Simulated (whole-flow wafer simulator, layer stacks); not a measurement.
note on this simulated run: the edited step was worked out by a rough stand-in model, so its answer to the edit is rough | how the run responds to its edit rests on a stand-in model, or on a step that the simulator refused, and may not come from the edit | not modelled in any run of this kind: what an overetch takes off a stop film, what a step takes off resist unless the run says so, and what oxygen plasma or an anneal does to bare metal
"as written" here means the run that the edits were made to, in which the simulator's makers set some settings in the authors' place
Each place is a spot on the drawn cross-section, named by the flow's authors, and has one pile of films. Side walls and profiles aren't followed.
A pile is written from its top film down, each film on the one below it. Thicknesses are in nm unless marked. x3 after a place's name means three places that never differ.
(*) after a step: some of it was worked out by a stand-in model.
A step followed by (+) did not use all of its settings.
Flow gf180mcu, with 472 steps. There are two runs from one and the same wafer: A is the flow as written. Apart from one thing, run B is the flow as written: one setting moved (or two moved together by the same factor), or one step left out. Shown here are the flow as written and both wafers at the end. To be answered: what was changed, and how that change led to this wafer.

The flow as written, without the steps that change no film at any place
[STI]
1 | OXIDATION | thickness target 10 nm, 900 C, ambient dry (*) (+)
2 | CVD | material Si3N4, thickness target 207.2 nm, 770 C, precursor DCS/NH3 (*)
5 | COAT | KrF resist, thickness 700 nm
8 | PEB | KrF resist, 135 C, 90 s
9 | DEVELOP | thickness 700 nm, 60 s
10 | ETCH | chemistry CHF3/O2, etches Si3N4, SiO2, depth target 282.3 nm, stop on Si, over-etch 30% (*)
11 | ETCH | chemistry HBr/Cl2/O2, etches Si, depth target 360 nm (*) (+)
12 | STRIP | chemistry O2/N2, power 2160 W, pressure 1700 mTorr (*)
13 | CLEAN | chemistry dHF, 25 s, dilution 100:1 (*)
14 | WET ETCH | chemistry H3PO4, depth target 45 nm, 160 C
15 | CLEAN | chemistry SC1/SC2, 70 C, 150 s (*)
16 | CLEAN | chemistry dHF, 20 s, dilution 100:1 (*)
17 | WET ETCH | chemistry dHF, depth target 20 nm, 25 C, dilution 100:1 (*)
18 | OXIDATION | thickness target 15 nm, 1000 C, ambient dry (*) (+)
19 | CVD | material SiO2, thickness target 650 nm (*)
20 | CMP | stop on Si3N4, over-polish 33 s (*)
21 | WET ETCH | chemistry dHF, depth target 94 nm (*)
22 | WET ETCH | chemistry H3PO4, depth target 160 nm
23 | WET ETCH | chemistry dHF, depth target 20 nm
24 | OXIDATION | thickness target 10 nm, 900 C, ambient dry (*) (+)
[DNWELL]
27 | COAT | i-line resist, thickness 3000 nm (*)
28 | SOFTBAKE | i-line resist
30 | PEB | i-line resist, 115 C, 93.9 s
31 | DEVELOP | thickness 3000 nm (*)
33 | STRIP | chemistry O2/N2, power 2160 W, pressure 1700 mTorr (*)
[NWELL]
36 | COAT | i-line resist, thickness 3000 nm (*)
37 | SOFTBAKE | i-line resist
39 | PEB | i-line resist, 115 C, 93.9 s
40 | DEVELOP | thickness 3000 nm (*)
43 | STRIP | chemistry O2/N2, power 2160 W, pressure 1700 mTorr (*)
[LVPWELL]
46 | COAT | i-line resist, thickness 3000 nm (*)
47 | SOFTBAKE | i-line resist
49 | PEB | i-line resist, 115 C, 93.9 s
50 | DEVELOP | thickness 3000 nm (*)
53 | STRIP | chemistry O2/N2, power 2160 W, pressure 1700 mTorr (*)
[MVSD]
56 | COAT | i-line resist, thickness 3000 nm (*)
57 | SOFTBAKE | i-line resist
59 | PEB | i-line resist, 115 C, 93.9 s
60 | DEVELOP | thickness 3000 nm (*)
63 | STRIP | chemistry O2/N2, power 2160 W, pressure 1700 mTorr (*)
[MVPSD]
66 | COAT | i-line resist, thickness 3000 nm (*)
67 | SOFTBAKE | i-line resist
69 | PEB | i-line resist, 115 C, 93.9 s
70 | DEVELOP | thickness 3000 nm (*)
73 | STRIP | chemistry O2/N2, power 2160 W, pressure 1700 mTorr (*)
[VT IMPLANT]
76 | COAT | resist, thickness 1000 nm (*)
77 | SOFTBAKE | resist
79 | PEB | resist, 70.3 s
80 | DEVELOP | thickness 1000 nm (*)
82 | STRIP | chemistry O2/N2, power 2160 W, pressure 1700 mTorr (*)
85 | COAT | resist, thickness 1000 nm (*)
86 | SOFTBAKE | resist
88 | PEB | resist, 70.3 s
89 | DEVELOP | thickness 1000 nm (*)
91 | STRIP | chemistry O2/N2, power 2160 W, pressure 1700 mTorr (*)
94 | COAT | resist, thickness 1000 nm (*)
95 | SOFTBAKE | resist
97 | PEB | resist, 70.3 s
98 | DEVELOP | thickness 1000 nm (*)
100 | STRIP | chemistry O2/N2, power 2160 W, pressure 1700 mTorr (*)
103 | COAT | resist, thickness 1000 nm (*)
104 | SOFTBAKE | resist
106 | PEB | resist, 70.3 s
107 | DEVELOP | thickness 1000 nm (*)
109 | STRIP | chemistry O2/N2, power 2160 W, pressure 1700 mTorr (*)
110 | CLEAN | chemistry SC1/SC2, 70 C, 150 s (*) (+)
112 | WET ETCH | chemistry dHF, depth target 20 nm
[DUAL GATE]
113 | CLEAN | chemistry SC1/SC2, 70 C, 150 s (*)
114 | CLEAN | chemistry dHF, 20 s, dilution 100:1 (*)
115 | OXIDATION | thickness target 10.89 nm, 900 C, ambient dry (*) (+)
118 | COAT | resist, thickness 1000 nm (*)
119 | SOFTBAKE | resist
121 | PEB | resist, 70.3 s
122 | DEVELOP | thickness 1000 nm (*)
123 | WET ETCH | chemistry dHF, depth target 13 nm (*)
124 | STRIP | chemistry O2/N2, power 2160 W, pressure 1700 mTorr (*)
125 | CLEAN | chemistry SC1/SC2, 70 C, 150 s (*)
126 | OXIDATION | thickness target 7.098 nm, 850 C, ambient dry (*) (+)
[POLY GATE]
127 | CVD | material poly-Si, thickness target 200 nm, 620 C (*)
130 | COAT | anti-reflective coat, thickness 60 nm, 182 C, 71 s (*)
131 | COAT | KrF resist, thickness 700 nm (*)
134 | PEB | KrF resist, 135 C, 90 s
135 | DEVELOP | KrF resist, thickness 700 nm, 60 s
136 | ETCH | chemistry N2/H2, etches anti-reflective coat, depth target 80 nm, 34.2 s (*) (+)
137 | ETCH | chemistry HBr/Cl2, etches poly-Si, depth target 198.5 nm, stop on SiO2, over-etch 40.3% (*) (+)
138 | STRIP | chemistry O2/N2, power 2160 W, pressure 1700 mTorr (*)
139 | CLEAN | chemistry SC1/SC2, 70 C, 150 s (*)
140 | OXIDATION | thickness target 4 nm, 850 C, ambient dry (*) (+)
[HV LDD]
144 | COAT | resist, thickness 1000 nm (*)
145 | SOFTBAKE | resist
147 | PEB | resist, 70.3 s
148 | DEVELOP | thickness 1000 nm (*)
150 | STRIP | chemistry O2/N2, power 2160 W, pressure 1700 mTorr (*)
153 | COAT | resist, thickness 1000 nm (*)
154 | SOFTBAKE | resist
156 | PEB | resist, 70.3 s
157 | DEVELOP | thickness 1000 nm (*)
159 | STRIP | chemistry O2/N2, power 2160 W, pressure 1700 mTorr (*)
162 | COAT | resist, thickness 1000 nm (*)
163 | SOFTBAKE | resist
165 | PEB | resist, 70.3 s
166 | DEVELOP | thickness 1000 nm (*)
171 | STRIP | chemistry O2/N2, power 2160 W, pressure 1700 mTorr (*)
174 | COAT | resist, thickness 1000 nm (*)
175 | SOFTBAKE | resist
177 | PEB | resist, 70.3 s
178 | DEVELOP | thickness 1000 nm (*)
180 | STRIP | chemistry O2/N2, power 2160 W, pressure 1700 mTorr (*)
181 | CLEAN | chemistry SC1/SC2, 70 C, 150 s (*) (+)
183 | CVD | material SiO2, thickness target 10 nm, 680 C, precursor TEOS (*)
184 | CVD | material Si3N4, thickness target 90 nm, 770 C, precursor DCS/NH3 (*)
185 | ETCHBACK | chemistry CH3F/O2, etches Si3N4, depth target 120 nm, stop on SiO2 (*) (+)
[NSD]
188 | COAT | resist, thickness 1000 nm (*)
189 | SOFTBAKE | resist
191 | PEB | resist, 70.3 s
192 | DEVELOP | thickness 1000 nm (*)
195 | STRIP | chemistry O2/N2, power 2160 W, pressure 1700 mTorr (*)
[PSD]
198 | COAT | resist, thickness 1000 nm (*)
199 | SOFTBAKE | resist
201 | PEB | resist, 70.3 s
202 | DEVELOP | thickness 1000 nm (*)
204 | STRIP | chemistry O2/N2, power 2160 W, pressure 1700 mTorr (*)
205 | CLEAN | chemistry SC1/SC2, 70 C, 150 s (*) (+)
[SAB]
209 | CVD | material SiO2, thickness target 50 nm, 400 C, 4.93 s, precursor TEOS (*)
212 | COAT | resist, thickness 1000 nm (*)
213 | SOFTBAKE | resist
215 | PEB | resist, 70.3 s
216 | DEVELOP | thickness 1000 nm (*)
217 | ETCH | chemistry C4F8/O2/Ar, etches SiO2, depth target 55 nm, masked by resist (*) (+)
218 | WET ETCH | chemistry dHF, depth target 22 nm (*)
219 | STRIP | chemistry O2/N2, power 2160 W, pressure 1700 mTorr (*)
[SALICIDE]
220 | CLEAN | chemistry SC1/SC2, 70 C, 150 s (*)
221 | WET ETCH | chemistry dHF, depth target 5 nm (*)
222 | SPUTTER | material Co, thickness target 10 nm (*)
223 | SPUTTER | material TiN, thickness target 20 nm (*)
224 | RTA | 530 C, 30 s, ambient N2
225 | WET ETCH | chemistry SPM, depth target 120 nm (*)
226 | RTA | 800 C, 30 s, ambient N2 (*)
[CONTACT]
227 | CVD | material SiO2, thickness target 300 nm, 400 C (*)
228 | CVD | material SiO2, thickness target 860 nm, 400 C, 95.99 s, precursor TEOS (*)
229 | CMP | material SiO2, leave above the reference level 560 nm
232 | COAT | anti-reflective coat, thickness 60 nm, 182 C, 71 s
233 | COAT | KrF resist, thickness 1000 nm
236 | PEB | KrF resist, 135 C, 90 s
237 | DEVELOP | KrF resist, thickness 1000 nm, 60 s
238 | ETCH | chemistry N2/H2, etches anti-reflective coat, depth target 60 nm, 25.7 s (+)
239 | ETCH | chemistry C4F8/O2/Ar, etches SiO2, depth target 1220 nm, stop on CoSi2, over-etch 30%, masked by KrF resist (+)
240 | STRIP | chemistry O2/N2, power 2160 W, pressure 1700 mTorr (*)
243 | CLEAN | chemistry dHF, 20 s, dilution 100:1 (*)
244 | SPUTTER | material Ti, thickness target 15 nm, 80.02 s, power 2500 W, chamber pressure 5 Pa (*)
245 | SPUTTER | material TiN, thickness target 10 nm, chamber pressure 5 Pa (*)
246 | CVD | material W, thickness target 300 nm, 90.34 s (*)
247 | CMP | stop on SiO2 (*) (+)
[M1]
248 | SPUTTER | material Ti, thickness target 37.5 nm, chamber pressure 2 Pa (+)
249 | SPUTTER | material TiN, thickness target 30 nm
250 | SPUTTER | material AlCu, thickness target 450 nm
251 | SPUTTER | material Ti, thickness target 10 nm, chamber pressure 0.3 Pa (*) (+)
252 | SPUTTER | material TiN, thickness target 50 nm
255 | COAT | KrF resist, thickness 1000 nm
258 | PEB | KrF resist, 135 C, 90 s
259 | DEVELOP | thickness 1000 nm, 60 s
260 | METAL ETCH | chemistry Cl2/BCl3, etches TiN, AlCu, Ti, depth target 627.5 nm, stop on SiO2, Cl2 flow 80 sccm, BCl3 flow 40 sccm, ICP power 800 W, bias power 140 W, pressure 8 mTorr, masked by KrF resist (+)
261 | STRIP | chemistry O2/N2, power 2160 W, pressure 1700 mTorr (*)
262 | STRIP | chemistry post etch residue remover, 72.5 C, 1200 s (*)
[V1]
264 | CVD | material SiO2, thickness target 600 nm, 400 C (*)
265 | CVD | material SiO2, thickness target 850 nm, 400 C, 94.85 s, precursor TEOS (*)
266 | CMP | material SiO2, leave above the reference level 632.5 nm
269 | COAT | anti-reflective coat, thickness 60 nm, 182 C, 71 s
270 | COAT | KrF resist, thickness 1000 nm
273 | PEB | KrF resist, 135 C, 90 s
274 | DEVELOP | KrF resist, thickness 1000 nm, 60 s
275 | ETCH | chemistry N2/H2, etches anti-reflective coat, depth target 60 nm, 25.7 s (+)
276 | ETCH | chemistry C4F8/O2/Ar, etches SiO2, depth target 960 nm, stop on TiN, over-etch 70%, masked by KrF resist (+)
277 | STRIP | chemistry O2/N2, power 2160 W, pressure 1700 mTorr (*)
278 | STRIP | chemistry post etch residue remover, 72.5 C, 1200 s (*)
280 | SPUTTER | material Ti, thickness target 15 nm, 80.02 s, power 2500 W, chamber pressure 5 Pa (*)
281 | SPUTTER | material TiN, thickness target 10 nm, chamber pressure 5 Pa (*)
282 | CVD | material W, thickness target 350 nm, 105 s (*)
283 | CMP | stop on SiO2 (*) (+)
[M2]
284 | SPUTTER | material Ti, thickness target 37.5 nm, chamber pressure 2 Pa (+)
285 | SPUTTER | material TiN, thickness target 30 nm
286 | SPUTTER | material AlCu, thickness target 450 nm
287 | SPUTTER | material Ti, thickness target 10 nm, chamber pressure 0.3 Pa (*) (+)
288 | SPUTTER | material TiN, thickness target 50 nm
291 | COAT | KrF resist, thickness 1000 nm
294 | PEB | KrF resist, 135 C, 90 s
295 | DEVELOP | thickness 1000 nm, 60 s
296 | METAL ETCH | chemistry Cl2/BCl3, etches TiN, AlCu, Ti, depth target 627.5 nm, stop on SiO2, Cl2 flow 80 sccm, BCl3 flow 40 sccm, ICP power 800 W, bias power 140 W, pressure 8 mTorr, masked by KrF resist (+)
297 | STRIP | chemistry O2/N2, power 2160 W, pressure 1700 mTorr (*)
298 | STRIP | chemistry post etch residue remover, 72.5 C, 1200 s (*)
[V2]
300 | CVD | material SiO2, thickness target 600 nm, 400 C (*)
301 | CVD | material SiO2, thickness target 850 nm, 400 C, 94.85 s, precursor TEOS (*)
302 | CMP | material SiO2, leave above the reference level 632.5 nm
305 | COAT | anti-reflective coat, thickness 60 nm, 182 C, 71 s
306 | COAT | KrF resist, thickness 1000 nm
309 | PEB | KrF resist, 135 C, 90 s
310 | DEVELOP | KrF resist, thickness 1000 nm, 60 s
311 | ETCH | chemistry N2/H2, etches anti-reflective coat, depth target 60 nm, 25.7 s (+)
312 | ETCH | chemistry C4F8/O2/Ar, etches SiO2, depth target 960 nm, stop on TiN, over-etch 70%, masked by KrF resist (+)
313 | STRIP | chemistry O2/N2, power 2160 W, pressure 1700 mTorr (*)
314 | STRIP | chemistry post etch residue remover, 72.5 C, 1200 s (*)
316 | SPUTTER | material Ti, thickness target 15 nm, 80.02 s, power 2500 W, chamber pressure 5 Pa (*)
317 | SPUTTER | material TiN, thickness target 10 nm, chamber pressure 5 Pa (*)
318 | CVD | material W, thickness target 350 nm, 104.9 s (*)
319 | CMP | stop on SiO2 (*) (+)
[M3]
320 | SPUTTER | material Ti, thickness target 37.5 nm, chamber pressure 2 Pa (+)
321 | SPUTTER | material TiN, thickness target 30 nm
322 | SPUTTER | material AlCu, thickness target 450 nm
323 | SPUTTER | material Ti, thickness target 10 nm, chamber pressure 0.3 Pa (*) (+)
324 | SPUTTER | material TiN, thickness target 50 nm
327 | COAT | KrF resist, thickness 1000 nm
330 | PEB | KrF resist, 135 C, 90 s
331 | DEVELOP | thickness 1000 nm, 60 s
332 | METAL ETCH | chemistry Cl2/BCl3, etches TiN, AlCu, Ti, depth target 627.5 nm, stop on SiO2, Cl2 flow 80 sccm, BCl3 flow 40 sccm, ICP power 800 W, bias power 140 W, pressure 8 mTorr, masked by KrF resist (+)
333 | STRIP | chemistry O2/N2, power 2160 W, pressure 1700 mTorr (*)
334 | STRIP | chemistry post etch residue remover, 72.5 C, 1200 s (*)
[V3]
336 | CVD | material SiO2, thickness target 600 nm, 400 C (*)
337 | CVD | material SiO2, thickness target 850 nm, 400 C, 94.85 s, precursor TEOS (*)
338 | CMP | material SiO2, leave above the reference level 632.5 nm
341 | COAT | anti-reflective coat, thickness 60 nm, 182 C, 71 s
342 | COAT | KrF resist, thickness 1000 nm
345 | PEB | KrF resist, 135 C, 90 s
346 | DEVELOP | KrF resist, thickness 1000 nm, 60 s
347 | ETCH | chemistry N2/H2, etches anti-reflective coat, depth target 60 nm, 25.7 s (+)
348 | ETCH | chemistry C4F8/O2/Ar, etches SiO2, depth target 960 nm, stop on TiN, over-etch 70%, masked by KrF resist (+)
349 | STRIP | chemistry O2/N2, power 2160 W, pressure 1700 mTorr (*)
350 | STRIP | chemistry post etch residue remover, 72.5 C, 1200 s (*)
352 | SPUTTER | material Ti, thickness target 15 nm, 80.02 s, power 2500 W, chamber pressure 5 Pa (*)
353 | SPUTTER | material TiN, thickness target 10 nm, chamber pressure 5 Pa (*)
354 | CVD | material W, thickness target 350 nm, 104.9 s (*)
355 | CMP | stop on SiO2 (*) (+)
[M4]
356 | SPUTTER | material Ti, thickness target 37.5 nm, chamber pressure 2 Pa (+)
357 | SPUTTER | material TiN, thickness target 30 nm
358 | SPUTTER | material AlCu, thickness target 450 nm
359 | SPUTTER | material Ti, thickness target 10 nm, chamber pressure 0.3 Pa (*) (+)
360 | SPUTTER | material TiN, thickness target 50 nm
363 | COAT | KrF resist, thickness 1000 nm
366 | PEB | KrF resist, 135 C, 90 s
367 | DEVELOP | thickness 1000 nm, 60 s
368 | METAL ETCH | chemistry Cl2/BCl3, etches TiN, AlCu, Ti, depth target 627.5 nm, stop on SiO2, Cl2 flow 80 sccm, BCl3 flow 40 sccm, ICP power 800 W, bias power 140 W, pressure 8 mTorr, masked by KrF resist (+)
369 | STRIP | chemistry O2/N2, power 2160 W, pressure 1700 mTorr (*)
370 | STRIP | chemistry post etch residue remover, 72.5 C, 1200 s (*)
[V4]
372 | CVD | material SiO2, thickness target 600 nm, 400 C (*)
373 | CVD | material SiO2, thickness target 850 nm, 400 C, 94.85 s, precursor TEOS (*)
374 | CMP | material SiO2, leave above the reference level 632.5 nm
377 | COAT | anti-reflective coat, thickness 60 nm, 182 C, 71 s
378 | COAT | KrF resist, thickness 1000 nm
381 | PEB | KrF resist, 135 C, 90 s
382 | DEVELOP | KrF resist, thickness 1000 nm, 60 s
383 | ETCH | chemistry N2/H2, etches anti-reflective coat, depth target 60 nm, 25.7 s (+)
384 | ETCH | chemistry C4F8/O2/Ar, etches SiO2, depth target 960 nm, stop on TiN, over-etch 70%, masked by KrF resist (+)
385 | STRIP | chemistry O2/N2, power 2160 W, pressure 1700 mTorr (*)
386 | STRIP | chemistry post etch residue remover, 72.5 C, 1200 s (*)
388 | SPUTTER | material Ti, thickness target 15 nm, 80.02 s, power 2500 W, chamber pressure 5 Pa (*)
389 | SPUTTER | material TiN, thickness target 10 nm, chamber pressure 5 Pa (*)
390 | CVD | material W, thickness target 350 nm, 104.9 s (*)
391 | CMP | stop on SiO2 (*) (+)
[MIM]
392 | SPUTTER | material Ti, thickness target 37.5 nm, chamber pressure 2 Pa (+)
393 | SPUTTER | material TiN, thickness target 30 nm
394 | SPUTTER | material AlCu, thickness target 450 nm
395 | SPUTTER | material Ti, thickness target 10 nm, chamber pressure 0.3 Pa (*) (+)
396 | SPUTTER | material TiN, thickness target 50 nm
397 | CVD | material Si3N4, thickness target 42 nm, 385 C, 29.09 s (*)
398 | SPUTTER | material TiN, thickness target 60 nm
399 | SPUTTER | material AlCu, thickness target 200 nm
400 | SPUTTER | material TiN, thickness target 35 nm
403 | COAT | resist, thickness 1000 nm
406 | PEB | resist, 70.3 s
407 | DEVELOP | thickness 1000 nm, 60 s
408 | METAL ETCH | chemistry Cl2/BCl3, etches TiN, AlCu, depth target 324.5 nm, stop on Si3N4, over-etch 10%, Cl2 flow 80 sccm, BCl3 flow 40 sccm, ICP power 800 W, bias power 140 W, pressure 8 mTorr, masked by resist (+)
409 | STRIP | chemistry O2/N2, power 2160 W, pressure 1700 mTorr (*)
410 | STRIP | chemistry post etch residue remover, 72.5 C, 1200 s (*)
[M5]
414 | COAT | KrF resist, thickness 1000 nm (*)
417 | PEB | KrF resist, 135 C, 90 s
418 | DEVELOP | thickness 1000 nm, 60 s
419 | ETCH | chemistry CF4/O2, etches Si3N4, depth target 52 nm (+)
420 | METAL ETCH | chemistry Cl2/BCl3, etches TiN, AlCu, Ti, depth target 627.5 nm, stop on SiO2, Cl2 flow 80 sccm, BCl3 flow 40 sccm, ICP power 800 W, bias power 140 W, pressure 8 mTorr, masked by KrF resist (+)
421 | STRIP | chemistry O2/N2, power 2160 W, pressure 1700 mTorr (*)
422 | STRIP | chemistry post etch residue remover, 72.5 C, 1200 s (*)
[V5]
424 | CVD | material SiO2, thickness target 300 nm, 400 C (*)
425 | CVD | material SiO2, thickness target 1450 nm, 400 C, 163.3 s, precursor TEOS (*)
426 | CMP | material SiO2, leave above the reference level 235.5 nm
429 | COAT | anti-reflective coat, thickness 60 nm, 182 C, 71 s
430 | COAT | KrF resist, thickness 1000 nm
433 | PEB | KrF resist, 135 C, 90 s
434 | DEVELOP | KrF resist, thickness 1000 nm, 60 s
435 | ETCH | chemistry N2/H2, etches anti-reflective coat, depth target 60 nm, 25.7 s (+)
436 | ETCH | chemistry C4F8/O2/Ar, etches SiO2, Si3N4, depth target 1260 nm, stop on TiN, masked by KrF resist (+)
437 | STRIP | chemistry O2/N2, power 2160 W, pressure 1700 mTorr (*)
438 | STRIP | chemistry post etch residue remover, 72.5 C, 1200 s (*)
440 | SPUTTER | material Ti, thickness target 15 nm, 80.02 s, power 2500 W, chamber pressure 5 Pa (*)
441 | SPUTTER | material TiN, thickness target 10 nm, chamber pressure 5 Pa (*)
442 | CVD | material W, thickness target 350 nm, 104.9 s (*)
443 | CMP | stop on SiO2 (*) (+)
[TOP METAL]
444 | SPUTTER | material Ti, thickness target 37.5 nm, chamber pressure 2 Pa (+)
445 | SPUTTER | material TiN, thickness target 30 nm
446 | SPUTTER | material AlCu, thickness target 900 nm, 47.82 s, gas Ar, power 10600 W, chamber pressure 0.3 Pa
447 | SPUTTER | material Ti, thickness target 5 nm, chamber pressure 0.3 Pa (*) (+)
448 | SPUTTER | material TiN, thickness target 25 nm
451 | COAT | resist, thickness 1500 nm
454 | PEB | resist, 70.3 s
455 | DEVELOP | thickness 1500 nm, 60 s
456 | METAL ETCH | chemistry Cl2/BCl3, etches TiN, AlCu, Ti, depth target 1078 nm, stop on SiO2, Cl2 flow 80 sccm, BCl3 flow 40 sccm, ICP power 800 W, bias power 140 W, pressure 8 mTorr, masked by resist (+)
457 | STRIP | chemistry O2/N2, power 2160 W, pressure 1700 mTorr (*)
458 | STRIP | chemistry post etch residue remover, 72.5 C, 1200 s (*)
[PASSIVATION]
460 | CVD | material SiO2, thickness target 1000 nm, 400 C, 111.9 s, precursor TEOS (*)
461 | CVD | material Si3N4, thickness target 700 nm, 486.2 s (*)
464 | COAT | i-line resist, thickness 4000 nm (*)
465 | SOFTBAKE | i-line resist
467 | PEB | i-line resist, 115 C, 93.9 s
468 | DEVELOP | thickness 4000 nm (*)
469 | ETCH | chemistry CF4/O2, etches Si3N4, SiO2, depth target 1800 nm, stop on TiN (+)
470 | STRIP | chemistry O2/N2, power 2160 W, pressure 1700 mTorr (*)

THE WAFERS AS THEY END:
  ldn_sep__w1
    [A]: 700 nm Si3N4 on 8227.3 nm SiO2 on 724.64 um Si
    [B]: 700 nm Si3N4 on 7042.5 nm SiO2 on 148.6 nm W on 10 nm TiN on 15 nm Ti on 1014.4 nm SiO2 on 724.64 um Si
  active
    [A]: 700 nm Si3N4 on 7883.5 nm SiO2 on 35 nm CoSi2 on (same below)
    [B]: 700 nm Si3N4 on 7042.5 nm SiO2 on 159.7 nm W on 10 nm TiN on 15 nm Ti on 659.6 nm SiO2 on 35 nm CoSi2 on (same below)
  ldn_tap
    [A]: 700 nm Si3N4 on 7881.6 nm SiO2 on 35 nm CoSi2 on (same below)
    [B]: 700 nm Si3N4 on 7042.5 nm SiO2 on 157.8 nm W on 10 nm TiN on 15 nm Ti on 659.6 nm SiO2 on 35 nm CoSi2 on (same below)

Cause: step 228, CVD: thickness target 353 nm was run, though the flow has thickness target 860 nm; step 228, CVD: 39.36 s was run, where the flow has 95.99 s.

The path from the change to this, step by step:
  228 | CVD | material SiO2, thickness target 860 nm, 400 C, 95.99 s, precursor TEOS (*)
      field, field__w7, field__w8 and 70 more: A SiO2 gains 860 | B SiO2 gains 363.1
      field__w3, field__w12: A SiO2 gains 807.3 | B SiO2 gains 344.5
      (and at 36 other places as well)
  229 | CMP | material SiO2, leave above the reference level 560 nm
      ldn_sep__w1, ldn_sep__w2, ldn_dft and 8 more: A SiO2 loses 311 | B nothing
      active, p_well, sd_n, iso_ptap_pw, iso_ntap_nw, iso_ptap_sub, vpnp_e: A SiO2 loses 299.9 | B nothing
      (and at 93 other places as well)
  232 | COAT | anti-reflective coat, thickness 60 nm, 182 C, 71 s
      sti, mim_1p0, pad, dice_street: A anti-reflective coat gains 60 (new film) | B anti-reflective coat gains 65.3 (new film)
      field_sub__w5, nplus_u: A anti-reflective coat gains 60 (new film) | B anti-reflective coat gains 56.3 (new film)
      (and at 98 other places as well)
  233 | COAT | KrF resist, thickness 1000 nm
      nw_enc_fld_lv__w3, ldp_src: A KrF resist gains 1000 (new film) | B KrF resist gains 957 (new film)
      field: A KrF resist gains 1000 (new film) | B KrF resist gains 1024.2 (new film)
      (and at 70 other places as well)
  236 | PEB | KrF resist, 135 C, 90 s
      field__w5, field_sub__w5, nw_enc_fld_lv: A KrF resist loses 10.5 | B KrF resist loses 11.6
      field__w6, field_sub__w2: A KrF resist loses 10.5 | B KrF resist loses 11.7
      (and at 38 other places as well)
  237 | DEVELOP | KrF resist, thickness 1000 nm, 60 s
      contact: A KrF resist loses 989.5 (all of it) | B KrF resist loses 1049.1 (all of it)
      polyc_n: A KrF resist loses 989.5 (all of it) | B KrF resist loses 876.9 (all of it)
      (and at 1 other place as well)
  238 | ETCH | chemistry N2/H2, etches anti-reflective coat, depth target 60 nm, 25.7 s (+)
      polyc_n, polyc_p: A anti-reflective coat loses 60 (all of it), SiO2 loses 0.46 | B anti-reflective coat loses 29.7 (all of it), SiO2 loses 1.24
      contact: A anti-reflective coat loses 60 (all of it), SiO2 loses 0.46 | B anti-reflective coat loses 42.5 (all of it), SiO2 loses 0.91
  239 | ETCH | chemistry C4F8/O2/Ar, etches SiO2, depth target 1220 nm, stop on CoSi2, over-etch 30%, masked by KrF resist (+)
      field, field__w1, field__w2 and 105 more: A KrF resist loses 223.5 | B KrF resist loses 170.5
      contact: A SiO2 loses 859.5 (all of it) | B SiO2 loses 655.7 (all of it)
  240 | STRIP | chemistry O2/N2, power 2160 W, pressure 1700 mTorr (*)
      sti, mim_1p0, pad, dice_street: A KrF resist loses 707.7 (all of it), anti-reflective coat loses 60 (all of it) | B KrF resist loses 776.1 (all of it), anti-reflective coat loses 65.3 (all of it)
      p_well, sd_n: A KrF resist loses 707.7 (all of it), anti-reflective coat loses 60 (all of it) | B KrF resist loses 776.1 (all of it), anti-reflective coat loses 62.1 (all of it)
      (and at 102 other places as well)
  244 | SPUTTER | material Ti, thickness target 15 nm, 80.02 s, power 2500 W, chamber pressure 5 Pa (*)
      ld_sd_n, ld_sd_p: A Ti gains 15 (new film) | B Ti gains 14.1 (new film)
      field__w3: A Ti gains 15 (new film) | B Ti gains 14.3 (new film)
      (and at 5 other places as well)
  245 | SPUTTER | material TiN, thickness target 10 nm, chamber pressure 5 Pa (*)
      field__w12: A TiN gains 10 (new film) | B TiN gains 8.86 (new film)
      contact: A TiN gains 5.48 (new film) | B TiN gains 6.19 (new film)
      (and at 5 other places as well)
  246 | CVD | material W, thickness target 300 nm, 90.34 s (*)
      contact: A W gains 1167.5 (new film) | B W gains 954.7 (new film)
  247 | CMP | stop on SiO2 (*) (+)
      gate, gate_hv, gate_p and 23 more: A W loses 300 (all of it), TiN loses 10 (all of it), Ti loses 15 (all of it), SiO2 loses 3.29 | B W loses 300 (all of it), TiN loses 10 (all of it), Ti loses 15 (all of it)
      ldn_sep__w1, ldn_sep__w2, ldn_dft and 8 more: A W loses 300 (all of it), TiN loses 10 (all of it), Ti loses 15 (all of it), SiO2 loses 3.29 | B W loses 139.1
      (and at 72 other places as well)
  260 | METAL ETCH | chemistry Cl2/BCl3, etches TiN, AlCu, Ti, depth target 627.5 nm, stop on SiO2, Cl2 flow 80 sccm, BCl3 flow 40 sccm, ICP power 800 W, bias power 140 W, pressure 8 mTorr, masked by KrF resist (+)
      field, field__w1, field__w2 and 75 more: A TiN loses 50 (all of it), Ti loses 10 (all of it), AlCu loses 450 (all of it), TiN loses 30 (all of it), Ti loses 37.5 (all of it) | B TiN loses 50 (all of it), Ti loses 10 (all of it), AlCu loses 450 (all of it), TiN loses 30 (all of it), Ti loses 37.5 (all of it), W loses 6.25
  262 | STRIP | chemistry post etch residue remover, 72.5 C, 1200 s (*)
      field, field__w1, field__w2 and 75 more: A nothing | B W loses 6.01
  264 | CVD | material SiO2, thickness target 600 nm, 400 C (*)
      field, field__w1, field__w2 and 75 more: A SiO2 gains 600 | B SiO2 gains 600 (new film)
  266 | CMP | material SiO2, leave above the reference level 632.5 nm
      field, field__w1, field__w2 and 75 more: A SiO2 loses 300 | B SiO2 loses 287.7
Taking metal films that touch as one body, ldn_sep__w1 has 1 body; the flow as written gives 0 bodies.
Taking metal films that touch as one body, active has 2 bodies (between them, from the top down: SiO2 659.6); the flow as written gives 1 body.
Taking metal films that touch as one body, ldn_tap has 2 bodies (between them, from the top down: SiO2 659.6); the flow as written gives 1 body.
